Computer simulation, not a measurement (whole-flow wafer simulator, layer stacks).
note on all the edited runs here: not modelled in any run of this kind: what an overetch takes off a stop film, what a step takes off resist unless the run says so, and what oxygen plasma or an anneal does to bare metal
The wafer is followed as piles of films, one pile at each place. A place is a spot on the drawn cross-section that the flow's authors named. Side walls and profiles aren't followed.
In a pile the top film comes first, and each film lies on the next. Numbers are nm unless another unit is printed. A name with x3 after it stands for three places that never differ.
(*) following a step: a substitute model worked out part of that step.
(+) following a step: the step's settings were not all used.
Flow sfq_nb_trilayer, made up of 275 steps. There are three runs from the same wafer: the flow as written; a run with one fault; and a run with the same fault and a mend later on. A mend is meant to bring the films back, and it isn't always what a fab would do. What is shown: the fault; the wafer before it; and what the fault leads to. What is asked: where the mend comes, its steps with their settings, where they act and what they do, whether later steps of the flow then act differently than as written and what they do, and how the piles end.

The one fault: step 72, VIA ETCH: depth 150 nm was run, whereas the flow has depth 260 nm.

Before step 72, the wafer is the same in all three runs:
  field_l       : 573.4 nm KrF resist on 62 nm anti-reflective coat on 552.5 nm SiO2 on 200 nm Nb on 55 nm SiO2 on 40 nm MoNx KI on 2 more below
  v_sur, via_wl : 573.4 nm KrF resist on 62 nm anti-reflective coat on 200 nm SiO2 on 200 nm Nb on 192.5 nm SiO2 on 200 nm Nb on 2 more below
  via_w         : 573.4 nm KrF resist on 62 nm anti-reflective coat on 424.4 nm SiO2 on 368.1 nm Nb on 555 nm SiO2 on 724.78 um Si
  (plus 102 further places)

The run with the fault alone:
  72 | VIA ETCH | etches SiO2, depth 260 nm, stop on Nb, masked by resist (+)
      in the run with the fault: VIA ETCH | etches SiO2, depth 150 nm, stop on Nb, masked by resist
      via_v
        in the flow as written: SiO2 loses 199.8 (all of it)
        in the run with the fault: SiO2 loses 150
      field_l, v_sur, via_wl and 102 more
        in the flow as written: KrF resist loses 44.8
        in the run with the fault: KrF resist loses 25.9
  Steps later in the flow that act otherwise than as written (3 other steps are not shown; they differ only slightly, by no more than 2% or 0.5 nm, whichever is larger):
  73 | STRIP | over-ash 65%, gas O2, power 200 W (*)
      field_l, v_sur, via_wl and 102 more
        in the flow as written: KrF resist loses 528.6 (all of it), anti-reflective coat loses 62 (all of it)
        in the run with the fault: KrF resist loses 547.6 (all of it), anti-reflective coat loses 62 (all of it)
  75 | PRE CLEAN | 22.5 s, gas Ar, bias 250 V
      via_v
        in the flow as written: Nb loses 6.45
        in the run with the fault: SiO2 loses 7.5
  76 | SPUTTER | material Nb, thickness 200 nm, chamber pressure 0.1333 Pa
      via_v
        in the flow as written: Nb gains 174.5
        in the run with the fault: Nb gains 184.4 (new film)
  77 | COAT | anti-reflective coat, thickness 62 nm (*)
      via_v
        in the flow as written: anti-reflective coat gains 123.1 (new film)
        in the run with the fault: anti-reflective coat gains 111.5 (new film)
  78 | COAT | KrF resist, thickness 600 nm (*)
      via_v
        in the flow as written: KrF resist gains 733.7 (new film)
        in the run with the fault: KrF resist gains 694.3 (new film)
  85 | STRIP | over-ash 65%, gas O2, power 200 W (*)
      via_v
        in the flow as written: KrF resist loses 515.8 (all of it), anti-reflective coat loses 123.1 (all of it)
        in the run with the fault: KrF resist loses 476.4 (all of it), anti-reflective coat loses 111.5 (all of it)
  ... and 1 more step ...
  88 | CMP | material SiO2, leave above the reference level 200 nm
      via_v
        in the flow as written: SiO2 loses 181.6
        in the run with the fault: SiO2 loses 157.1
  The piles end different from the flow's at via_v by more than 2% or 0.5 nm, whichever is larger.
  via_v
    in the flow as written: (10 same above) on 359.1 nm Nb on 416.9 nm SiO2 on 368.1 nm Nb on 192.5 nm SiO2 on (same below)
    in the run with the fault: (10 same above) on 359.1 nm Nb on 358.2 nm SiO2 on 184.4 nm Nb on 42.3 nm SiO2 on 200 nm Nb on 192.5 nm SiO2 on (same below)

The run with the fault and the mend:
  The mend follows step 72.
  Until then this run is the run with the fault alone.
  72a | VIA ETCH | etches SiO2, depth 110 nm, stop on Nb, masked by resist (+) (the flow's step 72 again, with other settings)
      field_l, v_sur, via_wl and 102 more
        KrF resist loses 12.9
      via_v
        SiO2 loses 49.8 (all of it)
  Every later step of the flow that is run acts as written, at every place that is followed, to within 2% or 0.5 nm, whichever is larger.
  At every place that both follow, the piles at the end match the flow's.
